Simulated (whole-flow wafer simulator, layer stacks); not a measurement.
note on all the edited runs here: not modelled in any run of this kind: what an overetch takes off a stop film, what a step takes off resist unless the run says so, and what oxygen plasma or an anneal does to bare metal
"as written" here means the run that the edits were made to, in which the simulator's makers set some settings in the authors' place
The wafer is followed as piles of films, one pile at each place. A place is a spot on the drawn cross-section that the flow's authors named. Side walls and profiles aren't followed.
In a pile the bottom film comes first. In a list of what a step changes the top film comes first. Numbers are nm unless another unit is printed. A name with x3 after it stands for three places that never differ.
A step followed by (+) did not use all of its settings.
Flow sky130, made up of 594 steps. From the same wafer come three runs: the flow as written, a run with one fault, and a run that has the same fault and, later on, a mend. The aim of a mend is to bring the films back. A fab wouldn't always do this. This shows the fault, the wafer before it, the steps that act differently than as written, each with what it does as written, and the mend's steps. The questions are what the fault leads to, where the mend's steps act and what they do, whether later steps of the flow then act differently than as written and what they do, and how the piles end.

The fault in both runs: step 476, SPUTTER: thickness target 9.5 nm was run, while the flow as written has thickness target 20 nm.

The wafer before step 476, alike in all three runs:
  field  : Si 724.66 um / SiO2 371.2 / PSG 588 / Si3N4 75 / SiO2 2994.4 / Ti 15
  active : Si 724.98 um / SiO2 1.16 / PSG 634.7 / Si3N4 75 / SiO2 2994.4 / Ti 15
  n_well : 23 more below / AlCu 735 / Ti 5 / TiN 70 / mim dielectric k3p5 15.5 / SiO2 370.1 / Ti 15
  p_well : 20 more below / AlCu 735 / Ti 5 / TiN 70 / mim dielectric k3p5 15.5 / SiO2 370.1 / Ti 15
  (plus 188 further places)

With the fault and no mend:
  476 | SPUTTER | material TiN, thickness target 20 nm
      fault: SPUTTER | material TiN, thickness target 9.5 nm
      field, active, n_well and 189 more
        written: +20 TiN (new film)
        fault: +9.5 TiN (new film)
  Steps later in the flow that act otherwise than as written (7 more steps, not shown, differ only slightly: by at most 2% or 0.5 nm, whichever is larger):
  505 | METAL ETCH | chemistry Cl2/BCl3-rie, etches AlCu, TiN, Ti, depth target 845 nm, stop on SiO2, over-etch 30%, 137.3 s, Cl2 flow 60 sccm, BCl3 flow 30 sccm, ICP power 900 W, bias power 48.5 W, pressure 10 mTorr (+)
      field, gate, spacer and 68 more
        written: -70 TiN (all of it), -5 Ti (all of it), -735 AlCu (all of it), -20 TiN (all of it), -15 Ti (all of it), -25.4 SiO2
        fault: -70 TiN (all of it), -5 Ti (all of it), -735 AlCu (all of it), -9.5 TiN (all of it), -15 Ti (all of it), -26.4 SiO2
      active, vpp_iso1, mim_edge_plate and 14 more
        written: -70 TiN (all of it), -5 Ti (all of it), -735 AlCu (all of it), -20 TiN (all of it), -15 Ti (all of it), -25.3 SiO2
        fault: -70 TiN (all of it), -5 Ti (all of it), -735 AlCu (all of it), -9.5 TiN (all of it), -15 Ti (all of it), -26.4 SiO2
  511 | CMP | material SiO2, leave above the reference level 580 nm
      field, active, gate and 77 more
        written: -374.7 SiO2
        fault: -384.1 SiO2
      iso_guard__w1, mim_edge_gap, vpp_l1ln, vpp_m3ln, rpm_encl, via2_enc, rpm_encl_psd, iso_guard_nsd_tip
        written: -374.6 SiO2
        fault: -384.1 SiO2
  The piles end different from the flow's at n_well, p_well, gate_hv and 102 more by more than 2% or 0.5 nm, whichever is larger.
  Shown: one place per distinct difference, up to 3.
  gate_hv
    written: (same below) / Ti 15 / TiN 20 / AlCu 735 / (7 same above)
    fault: (same below) / Ti 15 / TiN 9.5 / AlCu 735 / (7 same above)
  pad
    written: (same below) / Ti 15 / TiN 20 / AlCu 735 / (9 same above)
    fault: (same below) / Ti 15 / TiN 9.5 / AlCu 735 / (9 same above)
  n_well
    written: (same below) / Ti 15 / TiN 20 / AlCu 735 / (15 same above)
    fault: (same below) / Ti 15 / TiN 9.5 / AlCu 735 / (15 same above)

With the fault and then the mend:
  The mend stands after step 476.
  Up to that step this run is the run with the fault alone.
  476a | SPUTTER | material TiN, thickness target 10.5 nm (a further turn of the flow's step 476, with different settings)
      field, active, n_well and 189 more
        +10.5 TiN
  Every later step of the flow that is run acts as written at every place that is followed.
  By the end, the piles equal the flow's at every place that both follow.
